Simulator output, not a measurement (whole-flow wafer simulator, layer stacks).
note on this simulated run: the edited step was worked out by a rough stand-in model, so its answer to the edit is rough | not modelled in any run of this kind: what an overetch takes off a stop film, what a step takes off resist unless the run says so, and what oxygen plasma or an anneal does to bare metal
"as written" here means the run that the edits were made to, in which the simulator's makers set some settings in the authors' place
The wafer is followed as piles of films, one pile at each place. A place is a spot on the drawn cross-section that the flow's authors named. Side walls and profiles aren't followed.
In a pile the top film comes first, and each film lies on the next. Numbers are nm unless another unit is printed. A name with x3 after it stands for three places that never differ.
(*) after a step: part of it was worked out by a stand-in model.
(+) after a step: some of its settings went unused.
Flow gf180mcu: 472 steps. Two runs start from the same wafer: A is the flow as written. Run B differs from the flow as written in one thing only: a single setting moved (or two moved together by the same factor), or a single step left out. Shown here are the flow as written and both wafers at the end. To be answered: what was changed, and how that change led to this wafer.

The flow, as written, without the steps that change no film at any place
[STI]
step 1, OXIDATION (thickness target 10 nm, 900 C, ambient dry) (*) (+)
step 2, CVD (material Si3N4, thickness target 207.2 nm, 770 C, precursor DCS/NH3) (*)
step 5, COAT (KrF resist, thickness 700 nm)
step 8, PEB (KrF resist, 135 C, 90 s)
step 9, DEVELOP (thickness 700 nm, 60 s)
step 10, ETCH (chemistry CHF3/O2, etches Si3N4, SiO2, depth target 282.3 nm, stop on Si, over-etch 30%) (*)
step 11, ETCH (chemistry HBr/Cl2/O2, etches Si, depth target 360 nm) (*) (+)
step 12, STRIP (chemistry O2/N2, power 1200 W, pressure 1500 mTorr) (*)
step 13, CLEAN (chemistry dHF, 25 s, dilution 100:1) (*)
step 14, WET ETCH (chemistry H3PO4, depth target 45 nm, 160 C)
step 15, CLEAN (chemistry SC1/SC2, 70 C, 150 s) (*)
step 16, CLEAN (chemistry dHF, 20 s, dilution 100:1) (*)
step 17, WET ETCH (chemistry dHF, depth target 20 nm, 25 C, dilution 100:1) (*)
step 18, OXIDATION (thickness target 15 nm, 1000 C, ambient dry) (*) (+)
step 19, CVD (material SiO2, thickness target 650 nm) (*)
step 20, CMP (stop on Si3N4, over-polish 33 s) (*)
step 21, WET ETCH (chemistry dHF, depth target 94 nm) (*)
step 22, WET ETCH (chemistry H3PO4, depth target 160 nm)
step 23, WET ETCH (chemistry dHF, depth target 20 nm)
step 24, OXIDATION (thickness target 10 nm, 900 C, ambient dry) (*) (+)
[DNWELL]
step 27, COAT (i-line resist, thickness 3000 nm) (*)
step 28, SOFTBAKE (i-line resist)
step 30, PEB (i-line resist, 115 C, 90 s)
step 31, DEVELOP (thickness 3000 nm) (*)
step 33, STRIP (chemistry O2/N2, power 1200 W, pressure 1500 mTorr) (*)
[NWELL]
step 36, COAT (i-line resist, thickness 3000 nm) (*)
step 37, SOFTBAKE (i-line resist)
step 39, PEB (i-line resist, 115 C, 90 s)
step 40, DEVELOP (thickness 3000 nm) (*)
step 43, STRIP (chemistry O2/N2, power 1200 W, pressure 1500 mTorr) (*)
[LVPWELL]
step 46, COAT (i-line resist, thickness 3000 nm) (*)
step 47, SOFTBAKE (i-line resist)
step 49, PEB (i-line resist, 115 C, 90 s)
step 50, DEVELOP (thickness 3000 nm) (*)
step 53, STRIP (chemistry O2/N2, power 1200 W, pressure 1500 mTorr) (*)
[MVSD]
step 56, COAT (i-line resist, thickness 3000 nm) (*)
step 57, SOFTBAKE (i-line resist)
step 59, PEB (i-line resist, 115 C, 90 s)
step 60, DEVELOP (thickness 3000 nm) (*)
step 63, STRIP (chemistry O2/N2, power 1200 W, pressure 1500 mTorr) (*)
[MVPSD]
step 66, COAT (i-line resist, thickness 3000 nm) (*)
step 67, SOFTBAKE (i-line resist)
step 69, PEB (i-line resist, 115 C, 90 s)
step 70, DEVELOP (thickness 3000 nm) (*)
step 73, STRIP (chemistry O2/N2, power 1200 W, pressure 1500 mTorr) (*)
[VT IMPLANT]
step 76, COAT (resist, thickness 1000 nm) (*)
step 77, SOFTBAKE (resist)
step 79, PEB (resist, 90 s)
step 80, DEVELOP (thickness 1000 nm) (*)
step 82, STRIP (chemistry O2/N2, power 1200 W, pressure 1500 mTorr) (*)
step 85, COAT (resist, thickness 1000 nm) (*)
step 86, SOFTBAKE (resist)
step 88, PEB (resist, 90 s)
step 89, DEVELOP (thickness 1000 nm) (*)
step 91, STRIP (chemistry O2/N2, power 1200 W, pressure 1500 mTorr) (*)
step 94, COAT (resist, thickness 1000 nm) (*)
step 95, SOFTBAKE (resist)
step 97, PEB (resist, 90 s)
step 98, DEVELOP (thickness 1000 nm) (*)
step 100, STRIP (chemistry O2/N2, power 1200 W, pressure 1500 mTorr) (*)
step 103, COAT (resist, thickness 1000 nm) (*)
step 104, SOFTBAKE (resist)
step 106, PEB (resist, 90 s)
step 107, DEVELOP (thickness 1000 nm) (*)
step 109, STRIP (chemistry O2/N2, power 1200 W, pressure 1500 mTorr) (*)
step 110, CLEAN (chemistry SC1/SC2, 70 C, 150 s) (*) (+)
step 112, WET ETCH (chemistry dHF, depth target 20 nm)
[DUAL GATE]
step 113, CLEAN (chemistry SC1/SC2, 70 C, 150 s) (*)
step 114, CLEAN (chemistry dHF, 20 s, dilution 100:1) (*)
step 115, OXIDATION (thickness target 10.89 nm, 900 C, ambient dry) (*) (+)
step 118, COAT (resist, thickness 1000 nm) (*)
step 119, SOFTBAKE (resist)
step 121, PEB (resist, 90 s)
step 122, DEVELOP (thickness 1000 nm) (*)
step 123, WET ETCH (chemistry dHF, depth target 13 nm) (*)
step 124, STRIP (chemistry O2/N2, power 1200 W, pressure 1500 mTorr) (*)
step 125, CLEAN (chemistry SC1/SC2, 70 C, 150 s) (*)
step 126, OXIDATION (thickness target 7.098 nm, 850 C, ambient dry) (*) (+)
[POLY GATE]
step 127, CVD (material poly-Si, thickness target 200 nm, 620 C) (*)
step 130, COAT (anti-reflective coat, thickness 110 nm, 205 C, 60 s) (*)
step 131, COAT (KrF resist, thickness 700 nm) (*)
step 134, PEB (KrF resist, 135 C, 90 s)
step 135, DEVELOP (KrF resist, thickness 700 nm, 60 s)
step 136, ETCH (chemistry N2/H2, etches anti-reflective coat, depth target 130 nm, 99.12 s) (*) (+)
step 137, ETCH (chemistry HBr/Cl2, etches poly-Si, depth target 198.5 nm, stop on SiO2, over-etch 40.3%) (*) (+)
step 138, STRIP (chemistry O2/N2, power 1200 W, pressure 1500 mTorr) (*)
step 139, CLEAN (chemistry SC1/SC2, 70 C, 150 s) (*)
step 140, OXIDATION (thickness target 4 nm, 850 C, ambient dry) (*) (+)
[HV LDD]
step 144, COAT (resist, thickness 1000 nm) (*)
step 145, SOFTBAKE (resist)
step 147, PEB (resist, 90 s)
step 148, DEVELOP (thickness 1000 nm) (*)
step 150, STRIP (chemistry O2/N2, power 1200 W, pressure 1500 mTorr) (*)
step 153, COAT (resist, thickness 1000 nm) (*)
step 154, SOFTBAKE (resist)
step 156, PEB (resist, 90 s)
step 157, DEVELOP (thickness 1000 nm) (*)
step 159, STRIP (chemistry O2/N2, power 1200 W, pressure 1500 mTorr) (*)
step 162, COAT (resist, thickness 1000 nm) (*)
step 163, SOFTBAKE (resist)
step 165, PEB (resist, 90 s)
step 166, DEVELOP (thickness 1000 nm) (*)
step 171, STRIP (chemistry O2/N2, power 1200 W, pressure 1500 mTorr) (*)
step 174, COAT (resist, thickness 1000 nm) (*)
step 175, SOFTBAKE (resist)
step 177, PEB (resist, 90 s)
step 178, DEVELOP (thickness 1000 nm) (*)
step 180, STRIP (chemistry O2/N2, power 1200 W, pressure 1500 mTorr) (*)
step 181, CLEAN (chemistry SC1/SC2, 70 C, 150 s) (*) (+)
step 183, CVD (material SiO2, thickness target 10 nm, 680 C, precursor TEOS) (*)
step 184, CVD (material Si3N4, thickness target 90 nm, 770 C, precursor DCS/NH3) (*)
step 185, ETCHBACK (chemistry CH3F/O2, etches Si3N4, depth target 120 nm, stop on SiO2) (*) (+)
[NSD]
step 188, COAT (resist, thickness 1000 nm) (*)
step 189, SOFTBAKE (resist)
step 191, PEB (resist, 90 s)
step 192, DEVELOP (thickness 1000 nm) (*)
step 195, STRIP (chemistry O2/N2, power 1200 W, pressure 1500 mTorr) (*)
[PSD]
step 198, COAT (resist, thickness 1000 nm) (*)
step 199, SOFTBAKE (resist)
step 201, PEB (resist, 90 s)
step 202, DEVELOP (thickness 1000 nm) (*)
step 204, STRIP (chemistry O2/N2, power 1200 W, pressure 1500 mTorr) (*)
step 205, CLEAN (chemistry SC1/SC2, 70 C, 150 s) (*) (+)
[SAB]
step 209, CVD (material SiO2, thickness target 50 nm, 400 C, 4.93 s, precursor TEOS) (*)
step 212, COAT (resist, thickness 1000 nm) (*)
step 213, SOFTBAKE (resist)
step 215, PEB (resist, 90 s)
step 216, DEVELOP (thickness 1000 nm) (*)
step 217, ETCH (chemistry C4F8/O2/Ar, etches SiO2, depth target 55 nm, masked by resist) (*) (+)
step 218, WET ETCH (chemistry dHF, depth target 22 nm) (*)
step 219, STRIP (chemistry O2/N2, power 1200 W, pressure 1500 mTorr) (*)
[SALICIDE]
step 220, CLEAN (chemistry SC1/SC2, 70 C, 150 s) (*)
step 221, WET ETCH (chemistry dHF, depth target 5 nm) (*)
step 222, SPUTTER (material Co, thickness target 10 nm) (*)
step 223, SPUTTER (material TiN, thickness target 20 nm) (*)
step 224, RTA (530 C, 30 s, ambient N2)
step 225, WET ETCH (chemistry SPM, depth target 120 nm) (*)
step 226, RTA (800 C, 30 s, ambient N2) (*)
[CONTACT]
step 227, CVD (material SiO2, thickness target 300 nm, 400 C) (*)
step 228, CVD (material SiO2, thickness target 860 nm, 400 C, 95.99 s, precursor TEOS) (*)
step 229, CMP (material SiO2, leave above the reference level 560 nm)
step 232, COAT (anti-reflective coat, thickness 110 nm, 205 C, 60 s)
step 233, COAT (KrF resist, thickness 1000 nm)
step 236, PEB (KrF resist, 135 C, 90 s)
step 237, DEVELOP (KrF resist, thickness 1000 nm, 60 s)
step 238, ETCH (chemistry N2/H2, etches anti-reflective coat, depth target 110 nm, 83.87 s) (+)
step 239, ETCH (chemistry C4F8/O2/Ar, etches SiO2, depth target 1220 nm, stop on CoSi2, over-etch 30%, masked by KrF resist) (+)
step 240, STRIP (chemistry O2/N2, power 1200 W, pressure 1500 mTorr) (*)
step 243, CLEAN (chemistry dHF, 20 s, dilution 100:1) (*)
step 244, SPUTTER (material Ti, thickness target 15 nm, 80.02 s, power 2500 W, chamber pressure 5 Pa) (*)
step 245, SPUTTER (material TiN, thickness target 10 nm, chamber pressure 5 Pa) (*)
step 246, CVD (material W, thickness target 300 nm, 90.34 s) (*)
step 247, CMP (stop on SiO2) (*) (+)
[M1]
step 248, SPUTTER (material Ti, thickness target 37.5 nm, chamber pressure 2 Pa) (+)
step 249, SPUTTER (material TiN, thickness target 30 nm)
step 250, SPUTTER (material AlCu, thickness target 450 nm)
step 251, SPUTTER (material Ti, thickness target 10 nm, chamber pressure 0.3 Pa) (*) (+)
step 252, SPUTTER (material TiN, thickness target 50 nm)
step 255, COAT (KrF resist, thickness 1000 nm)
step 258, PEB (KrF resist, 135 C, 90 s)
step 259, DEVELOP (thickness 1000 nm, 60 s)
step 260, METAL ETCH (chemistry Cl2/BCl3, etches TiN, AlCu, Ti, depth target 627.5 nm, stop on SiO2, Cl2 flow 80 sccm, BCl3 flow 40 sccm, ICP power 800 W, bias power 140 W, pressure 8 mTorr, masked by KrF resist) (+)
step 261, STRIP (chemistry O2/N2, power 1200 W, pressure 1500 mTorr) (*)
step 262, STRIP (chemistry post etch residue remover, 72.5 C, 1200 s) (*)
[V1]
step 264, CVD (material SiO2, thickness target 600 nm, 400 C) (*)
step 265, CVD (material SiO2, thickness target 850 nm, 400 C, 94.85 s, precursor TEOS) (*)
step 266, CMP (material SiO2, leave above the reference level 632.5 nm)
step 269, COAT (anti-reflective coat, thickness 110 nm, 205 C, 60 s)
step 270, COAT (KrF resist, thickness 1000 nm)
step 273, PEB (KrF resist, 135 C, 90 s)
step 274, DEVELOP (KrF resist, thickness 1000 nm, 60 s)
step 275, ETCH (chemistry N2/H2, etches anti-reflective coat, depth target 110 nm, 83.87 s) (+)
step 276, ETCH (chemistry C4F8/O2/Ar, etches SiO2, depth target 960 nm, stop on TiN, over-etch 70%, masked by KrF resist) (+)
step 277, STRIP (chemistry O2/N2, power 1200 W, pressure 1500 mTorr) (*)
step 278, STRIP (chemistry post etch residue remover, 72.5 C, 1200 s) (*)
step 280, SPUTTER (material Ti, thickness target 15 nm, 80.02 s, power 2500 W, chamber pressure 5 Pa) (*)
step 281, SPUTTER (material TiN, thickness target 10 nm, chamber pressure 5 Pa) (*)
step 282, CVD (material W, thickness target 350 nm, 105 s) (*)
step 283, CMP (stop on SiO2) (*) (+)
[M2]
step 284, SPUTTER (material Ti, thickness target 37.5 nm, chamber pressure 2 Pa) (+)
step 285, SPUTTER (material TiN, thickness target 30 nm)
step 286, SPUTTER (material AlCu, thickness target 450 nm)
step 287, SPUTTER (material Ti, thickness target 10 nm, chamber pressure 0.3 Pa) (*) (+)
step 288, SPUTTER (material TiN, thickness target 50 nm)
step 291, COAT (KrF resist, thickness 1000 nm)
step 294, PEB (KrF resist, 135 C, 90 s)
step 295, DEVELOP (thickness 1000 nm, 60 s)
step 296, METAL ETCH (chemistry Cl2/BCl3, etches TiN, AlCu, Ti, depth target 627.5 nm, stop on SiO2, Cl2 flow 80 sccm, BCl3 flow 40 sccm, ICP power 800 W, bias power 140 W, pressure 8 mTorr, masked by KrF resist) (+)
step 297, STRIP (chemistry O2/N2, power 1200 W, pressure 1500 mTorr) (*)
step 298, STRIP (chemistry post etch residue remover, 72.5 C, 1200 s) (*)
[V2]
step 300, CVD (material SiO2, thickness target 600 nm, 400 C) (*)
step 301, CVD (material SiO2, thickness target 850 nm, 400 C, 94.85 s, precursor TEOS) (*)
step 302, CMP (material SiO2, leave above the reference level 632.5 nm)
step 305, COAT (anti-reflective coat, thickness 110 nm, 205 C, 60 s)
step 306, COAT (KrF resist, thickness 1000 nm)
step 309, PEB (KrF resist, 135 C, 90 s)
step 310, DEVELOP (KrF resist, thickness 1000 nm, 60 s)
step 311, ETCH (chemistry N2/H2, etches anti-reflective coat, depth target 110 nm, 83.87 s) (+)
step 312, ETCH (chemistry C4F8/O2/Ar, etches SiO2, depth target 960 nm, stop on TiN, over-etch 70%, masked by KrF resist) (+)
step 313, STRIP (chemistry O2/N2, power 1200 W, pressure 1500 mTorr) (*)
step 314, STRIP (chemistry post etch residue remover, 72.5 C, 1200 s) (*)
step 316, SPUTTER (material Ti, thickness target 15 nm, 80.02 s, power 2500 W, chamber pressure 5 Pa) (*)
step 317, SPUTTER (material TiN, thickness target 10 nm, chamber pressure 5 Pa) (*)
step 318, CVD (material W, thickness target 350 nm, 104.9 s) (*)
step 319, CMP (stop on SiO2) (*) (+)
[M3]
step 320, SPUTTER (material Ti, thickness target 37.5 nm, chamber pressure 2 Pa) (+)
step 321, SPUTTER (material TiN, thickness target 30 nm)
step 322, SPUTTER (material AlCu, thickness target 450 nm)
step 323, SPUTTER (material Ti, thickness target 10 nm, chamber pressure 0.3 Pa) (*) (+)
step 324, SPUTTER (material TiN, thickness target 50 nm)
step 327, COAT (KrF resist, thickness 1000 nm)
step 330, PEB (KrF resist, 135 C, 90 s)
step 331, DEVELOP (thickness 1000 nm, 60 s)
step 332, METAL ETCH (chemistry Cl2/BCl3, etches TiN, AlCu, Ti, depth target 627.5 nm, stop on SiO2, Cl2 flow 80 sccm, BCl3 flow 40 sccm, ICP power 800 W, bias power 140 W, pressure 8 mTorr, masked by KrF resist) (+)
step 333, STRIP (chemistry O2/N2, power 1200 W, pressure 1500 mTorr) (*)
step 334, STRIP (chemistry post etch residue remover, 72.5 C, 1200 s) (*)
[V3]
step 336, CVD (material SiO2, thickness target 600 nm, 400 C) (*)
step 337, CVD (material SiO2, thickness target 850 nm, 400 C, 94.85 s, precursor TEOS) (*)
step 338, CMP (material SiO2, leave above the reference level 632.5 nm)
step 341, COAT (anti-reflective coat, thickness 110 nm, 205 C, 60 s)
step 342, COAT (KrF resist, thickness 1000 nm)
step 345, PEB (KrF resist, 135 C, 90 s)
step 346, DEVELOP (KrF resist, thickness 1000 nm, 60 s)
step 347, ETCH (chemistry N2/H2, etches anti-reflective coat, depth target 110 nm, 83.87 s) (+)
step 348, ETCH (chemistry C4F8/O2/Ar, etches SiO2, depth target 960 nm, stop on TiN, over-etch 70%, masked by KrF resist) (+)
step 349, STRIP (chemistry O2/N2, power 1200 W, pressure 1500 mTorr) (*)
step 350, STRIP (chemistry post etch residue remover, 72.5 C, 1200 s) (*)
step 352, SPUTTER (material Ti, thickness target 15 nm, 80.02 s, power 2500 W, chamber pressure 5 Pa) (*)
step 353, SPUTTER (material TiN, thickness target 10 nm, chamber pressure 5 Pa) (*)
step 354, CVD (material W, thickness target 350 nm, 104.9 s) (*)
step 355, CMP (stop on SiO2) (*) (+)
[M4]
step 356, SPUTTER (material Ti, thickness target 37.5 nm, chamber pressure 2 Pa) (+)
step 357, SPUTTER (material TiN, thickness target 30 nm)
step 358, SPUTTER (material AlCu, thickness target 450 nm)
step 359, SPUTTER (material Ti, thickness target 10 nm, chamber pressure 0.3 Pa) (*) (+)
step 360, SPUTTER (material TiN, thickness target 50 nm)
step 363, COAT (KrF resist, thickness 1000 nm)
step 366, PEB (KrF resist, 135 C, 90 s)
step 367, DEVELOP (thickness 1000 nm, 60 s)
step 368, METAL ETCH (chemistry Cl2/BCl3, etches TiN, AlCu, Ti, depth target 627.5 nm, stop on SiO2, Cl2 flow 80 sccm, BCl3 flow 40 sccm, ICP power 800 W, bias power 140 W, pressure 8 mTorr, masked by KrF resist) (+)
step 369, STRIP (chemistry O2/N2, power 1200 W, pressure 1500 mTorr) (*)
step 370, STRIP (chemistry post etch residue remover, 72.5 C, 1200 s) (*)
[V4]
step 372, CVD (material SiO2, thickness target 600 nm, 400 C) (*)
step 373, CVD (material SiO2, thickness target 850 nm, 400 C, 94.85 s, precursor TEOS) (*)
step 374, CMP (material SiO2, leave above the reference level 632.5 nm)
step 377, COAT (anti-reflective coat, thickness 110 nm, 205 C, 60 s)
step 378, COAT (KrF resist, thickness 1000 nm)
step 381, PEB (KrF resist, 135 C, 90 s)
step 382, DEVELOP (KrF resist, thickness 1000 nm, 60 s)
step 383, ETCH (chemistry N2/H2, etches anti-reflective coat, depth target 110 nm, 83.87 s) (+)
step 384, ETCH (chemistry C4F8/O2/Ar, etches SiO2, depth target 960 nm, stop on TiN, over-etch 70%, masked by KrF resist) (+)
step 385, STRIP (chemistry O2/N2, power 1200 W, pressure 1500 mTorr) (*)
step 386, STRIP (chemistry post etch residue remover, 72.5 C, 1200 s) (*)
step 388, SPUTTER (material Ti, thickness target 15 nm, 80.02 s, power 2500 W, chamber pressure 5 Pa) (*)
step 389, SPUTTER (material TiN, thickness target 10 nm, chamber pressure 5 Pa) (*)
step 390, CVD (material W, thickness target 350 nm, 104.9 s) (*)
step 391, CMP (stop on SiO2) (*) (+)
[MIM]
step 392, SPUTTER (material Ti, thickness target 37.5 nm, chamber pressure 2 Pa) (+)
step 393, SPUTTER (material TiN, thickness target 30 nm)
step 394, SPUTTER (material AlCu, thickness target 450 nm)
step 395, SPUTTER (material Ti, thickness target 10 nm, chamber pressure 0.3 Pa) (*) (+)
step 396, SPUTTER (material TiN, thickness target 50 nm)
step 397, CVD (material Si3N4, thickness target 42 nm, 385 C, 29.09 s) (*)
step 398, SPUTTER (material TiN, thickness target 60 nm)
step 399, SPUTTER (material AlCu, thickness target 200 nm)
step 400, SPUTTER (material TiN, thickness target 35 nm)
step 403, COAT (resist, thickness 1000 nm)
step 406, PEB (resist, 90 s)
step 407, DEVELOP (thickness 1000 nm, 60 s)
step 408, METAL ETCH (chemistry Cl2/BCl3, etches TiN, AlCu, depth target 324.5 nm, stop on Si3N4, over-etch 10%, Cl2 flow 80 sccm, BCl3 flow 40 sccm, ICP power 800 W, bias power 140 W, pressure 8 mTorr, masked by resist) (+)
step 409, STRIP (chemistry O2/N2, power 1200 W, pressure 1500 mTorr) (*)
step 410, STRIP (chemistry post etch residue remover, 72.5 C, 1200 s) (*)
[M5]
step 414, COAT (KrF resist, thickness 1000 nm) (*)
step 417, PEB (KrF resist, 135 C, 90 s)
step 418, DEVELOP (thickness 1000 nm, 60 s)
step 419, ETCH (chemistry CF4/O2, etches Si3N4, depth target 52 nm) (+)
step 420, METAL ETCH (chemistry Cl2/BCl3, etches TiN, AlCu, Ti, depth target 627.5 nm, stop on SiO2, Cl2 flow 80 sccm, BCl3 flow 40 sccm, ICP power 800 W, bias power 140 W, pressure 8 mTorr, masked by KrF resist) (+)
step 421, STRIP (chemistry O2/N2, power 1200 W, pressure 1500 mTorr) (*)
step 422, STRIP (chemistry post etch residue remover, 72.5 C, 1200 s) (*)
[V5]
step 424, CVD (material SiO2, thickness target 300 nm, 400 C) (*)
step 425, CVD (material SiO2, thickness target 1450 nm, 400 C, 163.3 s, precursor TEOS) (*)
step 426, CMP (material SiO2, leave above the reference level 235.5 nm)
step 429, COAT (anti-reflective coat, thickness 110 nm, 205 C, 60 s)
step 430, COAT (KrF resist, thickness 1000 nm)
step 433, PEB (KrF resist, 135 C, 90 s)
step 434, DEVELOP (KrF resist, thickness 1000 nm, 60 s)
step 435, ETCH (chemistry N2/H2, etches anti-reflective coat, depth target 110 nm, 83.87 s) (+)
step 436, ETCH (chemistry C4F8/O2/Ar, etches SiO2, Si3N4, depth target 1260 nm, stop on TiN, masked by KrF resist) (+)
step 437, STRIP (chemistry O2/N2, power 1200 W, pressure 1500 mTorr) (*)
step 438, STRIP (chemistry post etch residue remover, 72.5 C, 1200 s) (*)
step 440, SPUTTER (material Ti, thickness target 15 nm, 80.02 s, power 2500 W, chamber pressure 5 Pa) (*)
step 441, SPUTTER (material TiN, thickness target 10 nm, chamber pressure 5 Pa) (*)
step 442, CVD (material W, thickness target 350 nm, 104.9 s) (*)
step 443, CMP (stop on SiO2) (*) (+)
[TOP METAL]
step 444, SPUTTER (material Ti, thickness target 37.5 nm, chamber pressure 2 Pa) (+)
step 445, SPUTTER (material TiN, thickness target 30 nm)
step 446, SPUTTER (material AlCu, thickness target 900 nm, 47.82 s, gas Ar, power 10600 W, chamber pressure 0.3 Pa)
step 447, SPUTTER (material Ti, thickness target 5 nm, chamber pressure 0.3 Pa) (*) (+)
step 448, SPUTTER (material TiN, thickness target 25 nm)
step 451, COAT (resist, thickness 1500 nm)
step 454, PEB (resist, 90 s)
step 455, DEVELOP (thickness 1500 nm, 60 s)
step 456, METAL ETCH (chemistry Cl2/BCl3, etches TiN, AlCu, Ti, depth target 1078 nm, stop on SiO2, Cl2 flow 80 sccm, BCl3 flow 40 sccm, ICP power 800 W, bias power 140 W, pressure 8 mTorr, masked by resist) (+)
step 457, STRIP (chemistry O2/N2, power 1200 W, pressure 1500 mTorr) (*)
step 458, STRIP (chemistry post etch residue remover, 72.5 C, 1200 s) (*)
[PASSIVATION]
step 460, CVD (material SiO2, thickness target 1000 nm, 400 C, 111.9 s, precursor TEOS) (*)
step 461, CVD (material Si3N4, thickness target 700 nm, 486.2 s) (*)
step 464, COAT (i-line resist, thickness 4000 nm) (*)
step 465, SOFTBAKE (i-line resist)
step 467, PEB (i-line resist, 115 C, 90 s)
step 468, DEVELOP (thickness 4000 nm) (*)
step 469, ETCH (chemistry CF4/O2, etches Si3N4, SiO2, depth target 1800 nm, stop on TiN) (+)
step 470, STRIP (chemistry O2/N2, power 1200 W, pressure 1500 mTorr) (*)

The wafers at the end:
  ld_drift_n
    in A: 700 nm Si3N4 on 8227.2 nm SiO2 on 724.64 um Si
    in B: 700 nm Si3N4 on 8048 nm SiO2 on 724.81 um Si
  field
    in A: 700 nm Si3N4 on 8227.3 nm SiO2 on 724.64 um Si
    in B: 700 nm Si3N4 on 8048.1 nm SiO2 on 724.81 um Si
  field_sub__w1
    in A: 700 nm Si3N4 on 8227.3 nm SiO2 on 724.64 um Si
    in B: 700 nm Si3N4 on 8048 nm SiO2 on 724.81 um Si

The reason: step 11, ETCH: depth target 180 nm was run, while the flow as written has depth target 360 nm.

The path from the change to this, step by step:
  step 11, ETCH (chemistry HBr/Cl2/O2, etches Si, depth target 360 nm) (*) (+)
      active, n_well, p_well and 40 more: A KrF resist loses 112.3 | B KrF resist loses 52.3
      field, field_sub, sti and 34 more: A Si loses 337 | B Si loses 157
  step 12, STRIP (chemistry O2/N2, power 1200 W, pressure 1500 mTorr) (*)
      active, n_well, p_well and 40 more: A KrF resist loses 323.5 (all of it) | B KrF resist loses 383.5 (all of it)
  step 19, CVD (material SiO2, thickness target 650 nm) (*)
      m1, ld_fp_n, ld_drift_n and 8 more: A SiO2 gains 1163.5 | B SiO2 gains 983.5
  step 20, CMP (stop on Si3N4, over-polish 33 s) (*)
      sti, mim_1p0, pad and 11 more: A SiO2 loses 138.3 | B SiO2 loses 318.3
      nw_enc_fld, nw_enc_fld_lv: A SiO2 loses 142.4 | B SiO2 loses 322.3
      (also at 10 further places)
  step 24, OXIDATION (thickness target 10 nm, 900 C, ambient dry) (*) (+)
      sti, mim_1p0, pad and 17 more: A SiO2 gains 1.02, Si loses 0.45 | B SiO2 gains 1.57, Si loses 0.69
      field, mim, npoly_sal, nw_sep_fld: A SiO2 gains 1.04, Si loses 0.46 | B SiO2 gains 1.62, Si loses 0.71
      (also at 13 further places)
  step 115, OXIDATION (thickness target 10.89 nm, 900 C, ambient dry) (*) (+)
      sti, mim_1p0, pad and 19 more: A SiO2 gains 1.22, Si loses 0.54 | B SiO2 gains 1.94, Si loses 0.85
      field, field__w1, field__w2, field__w3, field__w6, field__w12, mim, nw_sep_fld: A SiO2 gains 1.25, Si loses 0.55 | B SiO2 gains 2, Si loses 0.88
      (also at 19 further places)
  step 189, SOFTBAKE (resist)
      field__w9: A resist gains 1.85 | B resist loses 1.05
      active_hv: A resist gains 0.78 | B resist gains 0.19
      (also at 1 further place)
  step 199, SOFTBAKE (resist)
      field__w9: A resist gains 1.85 | B resist loses 1.05
      active_hv: A resist gains 0.78 | B resist gains 0.19
      (also at 1 further place)
